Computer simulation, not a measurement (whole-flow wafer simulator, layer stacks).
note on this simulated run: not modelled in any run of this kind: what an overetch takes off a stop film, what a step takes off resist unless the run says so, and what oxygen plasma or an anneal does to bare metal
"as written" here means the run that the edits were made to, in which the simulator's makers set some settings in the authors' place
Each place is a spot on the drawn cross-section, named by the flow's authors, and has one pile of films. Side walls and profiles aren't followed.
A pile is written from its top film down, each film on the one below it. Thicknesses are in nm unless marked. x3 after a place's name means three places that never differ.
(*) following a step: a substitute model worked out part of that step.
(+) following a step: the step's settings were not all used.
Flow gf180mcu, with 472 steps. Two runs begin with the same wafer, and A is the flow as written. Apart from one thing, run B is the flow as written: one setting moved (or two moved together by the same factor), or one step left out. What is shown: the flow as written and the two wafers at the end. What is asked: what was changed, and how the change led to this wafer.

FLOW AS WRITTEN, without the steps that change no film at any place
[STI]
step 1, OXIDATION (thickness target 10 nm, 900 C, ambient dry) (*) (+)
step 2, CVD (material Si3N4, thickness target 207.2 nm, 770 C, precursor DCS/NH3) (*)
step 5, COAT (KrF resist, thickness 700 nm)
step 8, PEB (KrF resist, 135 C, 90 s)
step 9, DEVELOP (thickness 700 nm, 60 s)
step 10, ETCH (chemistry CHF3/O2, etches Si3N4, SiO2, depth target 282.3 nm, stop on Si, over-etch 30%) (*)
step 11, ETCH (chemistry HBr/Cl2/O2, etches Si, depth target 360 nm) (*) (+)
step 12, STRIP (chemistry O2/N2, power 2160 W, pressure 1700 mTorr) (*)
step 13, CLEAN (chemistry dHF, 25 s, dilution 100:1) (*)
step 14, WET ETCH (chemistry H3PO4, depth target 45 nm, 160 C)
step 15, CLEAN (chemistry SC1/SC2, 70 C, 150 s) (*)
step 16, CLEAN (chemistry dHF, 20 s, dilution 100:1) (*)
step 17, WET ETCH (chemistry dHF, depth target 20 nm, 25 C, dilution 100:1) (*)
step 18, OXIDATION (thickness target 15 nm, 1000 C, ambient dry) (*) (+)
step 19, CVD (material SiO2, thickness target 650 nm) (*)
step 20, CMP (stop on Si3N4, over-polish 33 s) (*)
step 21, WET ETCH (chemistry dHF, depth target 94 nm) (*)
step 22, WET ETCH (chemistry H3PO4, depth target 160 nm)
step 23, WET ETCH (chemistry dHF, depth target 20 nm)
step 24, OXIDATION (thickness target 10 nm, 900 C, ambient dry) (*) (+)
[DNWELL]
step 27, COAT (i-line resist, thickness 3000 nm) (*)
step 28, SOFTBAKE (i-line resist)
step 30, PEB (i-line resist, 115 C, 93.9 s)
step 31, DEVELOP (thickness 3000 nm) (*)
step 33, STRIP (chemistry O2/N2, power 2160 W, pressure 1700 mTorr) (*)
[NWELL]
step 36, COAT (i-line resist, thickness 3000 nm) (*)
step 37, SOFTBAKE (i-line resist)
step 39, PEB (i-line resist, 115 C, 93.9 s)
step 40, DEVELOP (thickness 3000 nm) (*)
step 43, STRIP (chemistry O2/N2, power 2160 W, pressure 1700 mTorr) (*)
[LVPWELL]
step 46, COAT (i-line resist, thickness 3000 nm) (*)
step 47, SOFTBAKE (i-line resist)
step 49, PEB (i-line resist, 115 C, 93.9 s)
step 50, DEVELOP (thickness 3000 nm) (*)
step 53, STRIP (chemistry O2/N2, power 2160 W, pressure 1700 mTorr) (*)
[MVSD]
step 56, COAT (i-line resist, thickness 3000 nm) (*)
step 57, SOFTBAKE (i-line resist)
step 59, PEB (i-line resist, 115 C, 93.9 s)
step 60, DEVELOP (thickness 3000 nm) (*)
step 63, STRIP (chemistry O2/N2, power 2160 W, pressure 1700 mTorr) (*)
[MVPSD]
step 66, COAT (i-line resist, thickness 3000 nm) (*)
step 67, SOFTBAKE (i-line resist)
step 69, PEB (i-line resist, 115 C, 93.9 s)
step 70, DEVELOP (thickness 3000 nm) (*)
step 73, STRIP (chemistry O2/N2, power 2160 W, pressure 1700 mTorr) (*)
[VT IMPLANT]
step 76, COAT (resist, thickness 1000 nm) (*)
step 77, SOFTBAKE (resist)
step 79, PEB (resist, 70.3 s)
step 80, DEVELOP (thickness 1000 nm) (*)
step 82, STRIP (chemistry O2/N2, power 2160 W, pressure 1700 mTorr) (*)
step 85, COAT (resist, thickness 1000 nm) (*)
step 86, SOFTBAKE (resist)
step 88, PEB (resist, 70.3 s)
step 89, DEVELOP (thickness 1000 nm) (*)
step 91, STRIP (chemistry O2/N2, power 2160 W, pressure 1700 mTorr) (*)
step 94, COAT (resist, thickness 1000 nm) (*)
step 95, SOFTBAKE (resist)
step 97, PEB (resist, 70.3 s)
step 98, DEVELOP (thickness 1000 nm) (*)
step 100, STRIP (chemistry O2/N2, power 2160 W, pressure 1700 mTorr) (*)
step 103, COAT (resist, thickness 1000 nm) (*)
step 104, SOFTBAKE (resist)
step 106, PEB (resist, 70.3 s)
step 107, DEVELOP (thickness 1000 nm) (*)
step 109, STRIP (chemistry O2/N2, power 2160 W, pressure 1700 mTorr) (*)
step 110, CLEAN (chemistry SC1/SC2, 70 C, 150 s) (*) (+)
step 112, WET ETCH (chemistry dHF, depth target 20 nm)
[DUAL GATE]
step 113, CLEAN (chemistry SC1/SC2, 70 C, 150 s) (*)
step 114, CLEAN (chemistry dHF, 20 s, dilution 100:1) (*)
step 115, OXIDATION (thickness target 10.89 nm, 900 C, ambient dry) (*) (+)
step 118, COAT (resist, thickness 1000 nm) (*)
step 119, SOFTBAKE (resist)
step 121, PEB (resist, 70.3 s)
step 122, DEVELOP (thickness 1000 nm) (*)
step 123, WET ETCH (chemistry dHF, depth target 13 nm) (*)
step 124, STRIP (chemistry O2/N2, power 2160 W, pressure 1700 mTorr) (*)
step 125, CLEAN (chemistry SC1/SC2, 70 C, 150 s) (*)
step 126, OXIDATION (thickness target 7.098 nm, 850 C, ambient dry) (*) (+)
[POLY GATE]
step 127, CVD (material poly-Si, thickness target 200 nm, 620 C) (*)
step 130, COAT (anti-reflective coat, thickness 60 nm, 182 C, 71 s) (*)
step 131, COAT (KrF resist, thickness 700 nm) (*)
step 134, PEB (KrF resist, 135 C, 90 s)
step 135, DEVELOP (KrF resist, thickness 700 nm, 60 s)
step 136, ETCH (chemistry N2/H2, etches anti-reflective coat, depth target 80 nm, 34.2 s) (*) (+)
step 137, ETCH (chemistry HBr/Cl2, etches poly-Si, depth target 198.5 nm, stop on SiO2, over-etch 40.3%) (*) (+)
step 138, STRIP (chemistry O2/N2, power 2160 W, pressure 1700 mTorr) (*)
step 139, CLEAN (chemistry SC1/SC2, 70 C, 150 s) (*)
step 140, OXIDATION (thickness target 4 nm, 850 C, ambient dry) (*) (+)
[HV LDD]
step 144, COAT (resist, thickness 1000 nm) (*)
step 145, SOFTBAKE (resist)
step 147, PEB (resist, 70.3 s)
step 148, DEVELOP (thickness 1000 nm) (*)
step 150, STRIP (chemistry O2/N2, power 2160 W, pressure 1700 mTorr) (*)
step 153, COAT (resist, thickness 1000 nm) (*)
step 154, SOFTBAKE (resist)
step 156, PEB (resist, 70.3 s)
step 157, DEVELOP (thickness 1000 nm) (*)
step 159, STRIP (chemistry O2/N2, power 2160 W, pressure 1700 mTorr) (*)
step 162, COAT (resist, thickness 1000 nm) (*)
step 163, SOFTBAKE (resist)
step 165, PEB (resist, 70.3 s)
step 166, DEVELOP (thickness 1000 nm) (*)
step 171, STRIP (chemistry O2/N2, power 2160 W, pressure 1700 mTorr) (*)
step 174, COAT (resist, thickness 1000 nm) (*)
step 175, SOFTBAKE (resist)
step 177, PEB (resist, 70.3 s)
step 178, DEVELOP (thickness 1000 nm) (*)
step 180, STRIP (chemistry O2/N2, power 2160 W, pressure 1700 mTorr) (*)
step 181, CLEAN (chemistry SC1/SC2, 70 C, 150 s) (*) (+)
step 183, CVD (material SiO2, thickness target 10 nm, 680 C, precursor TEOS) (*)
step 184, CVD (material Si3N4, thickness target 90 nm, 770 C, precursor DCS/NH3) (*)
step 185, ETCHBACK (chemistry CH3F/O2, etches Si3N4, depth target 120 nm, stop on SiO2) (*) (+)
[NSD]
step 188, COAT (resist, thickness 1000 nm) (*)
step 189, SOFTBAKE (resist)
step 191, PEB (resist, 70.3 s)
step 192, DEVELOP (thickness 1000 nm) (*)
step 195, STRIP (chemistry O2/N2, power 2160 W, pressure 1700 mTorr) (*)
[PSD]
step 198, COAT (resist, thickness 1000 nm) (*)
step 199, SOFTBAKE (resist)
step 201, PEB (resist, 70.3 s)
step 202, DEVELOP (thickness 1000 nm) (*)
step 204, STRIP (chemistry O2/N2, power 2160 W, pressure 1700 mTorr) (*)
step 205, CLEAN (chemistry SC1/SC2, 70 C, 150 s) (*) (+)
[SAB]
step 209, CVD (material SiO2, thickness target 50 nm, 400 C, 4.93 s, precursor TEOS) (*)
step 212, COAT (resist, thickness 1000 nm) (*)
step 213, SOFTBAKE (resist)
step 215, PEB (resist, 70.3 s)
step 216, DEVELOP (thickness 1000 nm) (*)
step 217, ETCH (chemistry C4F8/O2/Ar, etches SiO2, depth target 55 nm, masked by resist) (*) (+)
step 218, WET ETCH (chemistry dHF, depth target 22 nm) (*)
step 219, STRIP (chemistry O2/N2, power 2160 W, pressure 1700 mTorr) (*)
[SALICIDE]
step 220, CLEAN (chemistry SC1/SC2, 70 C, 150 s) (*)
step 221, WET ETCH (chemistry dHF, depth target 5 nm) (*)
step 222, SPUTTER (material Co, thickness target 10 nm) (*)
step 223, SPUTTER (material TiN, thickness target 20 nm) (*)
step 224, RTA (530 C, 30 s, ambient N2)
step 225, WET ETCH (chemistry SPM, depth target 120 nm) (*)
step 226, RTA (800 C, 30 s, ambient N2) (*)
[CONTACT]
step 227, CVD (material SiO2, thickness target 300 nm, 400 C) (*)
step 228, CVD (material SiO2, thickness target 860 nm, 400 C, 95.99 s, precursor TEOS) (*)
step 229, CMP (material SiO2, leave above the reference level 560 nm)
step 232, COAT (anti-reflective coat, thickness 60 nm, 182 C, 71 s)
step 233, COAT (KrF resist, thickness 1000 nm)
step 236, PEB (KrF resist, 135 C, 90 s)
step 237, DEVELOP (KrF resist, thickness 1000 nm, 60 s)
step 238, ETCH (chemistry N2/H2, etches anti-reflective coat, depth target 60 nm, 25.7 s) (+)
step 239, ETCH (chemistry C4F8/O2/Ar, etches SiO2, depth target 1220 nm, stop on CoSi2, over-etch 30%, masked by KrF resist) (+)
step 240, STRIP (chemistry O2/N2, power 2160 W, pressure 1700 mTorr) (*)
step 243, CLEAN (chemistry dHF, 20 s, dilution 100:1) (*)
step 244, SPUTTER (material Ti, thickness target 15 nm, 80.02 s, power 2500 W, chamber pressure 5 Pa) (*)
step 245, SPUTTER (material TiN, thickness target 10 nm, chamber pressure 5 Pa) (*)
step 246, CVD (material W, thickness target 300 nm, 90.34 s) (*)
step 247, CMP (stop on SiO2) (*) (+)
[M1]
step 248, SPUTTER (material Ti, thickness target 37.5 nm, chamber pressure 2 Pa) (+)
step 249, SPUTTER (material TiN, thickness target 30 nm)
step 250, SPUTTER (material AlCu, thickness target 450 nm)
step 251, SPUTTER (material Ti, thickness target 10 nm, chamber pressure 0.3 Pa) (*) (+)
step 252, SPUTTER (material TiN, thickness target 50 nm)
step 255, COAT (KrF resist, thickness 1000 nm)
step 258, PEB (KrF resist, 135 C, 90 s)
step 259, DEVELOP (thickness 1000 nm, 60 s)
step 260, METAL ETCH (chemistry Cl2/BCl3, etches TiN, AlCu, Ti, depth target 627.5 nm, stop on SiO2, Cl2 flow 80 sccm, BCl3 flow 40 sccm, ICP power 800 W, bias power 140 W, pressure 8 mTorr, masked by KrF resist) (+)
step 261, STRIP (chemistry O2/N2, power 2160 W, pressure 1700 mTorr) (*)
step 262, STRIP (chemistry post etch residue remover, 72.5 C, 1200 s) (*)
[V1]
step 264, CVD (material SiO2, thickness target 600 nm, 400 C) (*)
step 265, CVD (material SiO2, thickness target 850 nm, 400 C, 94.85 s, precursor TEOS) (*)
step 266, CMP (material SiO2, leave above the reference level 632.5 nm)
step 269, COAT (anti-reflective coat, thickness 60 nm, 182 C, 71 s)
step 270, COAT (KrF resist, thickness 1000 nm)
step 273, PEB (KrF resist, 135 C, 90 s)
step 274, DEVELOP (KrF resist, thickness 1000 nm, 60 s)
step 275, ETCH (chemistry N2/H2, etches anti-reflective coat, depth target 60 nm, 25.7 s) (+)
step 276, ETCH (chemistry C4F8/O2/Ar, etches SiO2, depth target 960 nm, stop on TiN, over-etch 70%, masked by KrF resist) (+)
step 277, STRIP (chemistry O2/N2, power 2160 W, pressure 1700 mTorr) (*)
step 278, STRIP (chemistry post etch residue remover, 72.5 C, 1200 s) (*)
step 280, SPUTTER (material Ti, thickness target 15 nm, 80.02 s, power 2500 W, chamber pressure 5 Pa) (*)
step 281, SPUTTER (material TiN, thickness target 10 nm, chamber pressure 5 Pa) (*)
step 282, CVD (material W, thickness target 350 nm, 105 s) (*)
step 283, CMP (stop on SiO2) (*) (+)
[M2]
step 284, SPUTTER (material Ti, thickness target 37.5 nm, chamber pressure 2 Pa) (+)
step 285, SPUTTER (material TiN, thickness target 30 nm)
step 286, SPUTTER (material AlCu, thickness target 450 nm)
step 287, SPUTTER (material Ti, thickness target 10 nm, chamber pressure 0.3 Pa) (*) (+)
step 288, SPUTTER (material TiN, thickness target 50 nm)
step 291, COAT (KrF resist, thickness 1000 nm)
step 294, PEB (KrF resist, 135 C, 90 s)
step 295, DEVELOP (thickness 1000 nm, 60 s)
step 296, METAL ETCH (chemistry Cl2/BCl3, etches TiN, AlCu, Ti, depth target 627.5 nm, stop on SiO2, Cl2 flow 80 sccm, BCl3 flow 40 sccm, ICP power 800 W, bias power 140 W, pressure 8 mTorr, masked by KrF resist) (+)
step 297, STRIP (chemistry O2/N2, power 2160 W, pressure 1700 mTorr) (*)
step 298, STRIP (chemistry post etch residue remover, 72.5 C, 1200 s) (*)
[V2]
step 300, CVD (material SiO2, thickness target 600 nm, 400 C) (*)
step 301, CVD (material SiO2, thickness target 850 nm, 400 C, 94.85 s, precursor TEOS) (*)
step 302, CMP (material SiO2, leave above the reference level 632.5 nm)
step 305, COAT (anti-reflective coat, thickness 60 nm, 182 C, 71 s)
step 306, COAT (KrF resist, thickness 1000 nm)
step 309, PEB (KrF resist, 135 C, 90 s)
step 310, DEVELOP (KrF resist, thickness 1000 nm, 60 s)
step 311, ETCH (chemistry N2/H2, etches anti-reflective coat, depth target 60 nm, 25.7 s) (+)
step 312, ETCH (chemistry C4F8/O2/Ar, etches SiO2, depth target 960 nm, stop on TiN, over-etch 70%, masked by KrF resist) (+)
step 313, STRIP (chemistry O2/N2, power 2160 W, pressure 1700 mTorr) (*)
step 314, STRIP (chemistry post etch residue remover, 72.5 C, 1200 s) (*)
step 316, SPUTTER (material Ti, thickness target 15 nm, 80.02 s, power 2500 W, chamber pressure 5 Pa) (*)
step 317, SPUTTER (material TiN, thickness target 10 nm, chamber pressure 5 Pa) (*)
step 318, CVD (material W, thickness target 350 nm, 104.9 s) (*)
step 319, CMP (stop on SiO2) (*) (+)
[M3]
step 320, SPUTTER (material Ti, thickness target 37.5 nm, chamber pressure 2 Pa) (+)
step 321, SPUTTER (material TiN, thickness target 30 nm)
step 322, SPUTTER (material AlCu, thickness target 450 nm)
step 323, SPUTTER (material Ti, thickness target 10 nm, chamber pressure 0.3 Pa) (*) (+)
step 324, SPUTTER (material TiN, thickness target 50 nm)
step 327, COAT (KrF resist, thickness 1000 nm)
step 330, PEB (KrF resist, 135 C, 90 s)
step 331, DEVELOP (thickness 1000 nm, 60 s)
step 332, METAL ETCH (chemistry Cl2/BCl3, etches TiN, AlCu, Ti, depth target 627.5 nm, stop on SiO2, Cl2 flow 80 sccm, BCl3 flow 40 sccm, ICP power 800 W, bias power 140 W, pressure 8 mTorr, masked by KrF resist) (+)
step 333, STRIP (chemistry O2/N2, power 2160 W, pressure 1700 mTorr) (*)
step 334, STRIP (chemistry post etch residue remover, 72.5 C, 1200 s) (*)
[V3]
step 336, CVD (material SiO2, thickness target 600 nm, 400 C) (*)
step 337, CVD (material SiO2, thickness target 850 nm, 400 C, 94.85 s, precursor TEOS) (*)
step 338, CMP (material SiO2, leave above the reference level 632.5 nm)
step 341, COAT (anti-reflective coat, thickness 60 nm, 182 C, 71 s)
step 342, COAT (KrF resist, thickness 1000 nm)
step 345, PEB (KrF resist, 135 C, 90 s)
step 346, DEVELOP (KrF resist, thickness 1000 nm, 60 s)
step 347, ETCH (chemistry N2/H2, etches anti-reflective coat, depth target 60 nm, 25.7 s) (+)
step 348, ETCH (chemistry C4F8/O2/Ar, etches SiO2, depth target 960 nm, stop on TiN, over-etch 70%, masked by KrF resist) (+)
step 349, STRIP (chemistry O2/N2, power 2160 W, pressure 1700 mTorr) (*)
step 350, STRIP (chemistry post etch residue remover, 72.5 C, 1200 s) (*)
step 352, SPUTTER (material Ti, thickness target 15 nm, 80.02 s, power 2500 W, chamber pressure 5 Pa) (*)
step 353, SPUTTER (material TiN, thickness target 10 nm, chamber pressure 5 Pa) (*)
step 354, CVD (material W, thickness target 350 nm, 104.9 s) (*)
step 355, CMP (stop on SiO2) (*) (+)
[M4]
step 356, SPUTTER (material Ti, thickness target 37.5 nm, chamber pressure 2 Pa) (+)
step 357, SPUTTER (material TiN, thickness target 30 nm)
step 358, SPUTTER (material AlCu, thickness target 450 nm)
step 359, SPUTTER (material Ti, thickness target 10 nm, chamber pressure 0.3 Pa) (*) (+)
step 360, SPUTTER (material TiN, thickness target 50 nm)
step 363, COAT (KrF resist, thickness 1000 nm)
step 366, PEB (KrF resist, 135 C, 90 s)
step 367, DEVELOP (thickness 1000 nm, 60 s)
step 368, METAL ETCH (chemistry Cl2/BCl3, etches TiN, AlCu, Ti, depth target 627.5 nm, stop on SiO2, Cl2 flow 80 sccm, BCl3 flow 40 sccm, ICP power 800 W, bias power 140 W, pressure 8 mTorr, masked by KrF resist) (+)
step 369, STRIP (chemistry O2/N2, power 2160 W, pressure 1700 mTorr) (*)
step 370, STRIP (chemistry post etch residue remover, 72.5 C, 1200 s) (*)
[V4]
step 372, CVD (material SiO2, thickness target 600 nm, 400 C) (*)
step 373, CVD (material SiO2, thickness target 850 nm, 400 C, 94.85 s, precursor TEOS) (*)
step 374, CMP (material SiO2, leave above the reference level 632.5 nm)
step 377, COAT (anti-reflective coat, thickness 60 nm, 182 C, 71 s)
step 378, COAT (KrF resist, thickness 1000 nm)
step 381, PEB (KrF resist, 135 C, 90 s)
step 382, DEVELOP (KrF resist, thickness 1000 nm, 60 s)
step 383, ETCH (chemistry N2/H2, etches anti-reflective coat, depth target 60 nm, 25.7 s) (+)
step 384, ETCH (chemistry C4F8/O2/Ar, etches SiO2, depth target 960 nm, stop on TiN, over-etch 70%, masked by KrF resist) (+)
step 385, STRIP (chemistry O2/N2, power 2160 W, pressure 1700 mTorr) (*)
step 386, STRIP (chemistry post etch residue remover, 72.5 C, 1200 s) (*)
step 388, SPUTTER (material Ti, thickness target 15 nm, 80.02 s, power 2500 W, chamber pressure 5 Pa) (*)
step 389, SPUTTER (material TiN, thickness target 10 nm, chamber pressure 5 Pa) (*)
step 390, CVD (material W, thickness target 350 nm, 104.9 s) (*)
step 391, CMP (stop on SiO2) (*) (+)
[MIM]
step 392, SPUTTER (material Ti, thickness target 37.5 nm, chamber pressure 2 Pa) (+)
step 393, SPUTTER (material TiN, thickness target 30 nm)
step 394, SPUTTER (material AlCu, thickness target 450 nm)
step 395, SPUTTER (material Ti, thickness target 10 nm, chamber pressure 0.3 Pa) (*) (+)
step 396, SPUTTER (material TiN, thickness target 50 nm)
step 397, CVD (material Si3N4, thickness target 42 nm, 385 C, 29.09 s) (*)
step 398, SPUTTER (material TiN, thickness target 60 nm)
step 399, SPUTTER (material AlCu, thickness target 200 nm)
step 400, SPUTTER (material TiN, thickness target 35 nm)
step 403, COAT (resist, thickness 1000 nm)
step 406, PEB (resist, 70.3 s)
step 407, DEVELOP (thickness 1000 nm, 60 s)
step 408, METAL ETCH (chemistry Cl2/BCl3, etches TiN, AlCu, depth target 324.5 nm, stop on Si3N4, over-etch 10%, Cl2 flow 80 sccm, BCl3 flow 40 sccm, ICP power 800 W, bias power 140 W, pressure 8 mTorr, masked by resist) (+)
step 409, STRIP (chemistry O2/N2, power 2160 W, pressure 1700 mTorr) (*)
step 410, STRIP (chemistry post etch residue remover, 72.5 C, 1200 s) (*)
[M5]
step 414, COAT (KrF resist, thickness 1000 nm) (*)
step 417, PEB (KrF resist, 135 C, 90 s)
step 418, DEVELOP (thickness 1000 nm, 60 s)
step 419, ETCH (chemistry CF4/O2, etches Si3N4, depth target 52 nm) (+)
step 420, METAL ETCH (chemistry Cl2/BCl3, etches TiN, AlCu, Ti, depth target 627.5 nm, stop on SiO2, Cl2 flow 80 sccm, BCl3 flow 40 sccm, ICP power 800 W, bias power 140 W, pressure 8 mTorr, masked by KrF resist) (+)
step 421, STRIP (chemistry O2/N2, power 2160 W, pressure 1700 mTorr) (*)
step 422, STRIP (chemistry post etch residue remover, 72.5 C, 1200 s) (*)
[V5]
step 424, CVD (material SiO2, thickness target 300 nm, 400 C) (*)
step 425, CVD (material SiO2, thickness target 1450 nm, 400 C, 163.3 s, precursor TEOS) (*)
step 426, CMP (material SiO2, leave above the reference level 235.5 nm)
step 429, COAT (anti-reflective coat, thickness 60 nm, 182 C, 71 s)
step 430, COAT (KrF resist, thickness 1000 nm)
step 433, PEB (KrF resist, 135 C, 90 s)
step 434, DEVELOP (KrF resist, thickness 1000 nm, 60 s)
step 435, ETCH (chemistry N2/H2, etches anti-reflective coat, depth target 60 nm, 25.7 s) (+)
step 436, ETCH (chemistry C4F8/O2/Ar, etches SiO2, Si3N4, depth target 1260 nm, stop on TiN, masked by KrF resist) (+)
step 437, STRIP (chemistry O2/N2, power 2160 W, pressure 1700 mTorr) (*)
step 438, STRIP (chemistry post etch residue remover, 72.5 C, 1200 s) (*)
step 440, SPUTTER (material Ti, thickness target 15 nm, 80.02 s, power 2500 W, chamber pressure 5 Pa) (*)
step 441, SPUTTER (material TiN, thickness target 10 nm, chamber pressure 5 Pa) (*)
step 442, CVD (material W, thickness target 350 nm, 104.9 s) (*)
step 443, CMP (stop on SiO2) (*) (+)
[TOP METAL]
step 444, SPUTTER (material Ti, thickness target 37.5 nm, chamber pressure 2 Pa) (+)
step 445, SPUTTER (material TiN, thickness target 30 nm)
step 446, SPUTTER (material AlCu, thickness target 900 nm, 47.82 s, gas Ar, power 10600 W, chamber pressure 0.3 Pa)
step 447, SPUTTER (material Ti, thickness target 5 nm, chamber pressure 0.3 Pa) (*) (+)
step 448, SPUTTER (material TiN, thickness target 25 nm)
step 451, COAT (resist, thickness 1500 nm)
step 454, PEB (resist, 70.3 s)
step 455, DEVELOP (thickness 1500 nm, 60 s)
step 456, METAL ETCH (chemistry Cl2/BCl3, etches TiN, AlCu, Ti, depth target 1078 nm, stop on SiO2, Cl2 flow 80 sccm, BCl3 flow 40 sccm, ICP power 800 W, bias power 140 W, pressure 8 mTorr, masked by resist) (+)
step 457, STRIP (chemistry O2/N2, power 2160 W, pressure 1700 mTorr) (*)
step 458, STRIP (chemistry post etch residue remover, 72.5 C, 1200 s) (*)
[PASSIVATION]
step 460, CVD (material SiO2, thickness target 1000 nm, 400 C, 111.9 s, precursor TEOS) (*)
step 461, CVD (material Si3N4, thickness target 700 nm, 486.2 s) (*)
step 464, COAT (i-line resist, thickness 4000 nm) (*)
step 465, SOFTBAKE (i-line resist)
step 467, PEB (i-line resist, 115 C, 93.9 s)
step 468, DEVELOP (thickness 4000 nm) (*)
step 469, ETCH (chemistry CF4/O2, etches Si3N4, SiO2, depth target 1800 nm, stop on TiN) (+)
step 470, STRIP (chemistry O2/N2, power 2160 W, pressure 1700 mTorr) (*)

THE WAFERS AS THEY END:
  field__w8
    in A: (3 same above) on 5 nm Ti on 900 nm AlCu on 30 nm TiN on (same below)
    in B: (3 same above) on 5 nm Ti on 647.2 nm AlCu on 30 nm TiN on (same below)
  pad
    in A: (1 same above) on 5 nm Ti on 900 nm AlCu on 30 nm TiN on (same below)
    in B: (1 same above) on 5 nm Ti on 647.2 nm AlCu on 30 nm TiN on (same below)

The reason: step 446, SPUTTER: 34.67 s was run, though the flow has 47.82 s.

Step by step, how the change led to this:
  step 446, SPUTTER (material AlCu, thickness target 900 nm, 47.82 s, gas Ar, power 10600 W, chamber pressure 0.3 Pa)
      field, field__w1, field__w2 and 109 more: A AlCu gains 900 (new film) | B AlCu gains 647.2 (new film)
  step 456, METAL ETCH (chemistry Cl2/BCl3, etches TiN, AlCu, Ti, depth target 1078 nm, stop on SiO2, Cl2 flow 80 sccm, BCl3 flow 40 sccm, ICP power 800 W, bias power 140 W, pressure 8 mTorr, masked by resist) (+)
      field, field__w1, field__w2 and 103 more: A TiN loses 25 (all of it), Ti loses 5 (all of it), AlCu loses 900 (all of it), TiN loses 30 (all of it), Ti loses 37.5 (all of it) | B TiN loses 25 (all of it), Ti loses 5 (all of it), AlCu loses 647.2 (all of it), TiN loses 30 (all of it), Ti loses 37.5 (all of it)
  step 464, COAT (i-line resist, thickness 4000 nm) (*)
      field__w8: A i-line resist gains 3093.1 (new film) | B i-line resist gains 3317.6 (new film)
      contact: A i-line resist gains 3153.6 (new film) | B i-line resist gains 3355.2 (new film)
      (and at 4 other places as well)
  step 465, SOFTBAKE (i-line resist)
      gate: A i-line resist gains 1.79 | B i-line resist loses 0.38
      field__w11, field__w13: A i-line resist gains 37.6 | B i-line resist gains 24.8
      (and at 66 other places as well)
  step 467, PEB (i-line resist, 115 C, 93.9 s)
      field__w8, m1__w1: A i-line resist loses 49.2 | B i-line resist loses 53.8
      contact, m1: A i-line resist loses 49.6 | B i-line resist loses 54.1
      (and at 2 other places as well)
  step 468, DEVELOP (thickness 4000 nm) (*)
      pad: A i-line resist loses 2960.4 (all of it) | B i-line resist loses 3206.6 (all of it)
  step 470, STRIP (chemistry O2/N2, power 2160 W, pressure 1700 mTorr) (*)
      field__w8, m1__w1: A i-line resist loses 1775.9 (all of it) | B i-line resist loses 2018.2 (all of it)
      contact: A i-line resist loses 1798.3 (all of it) | B i-line resist loses 2032.4 (all of it)
      (and at 2 other places as well)
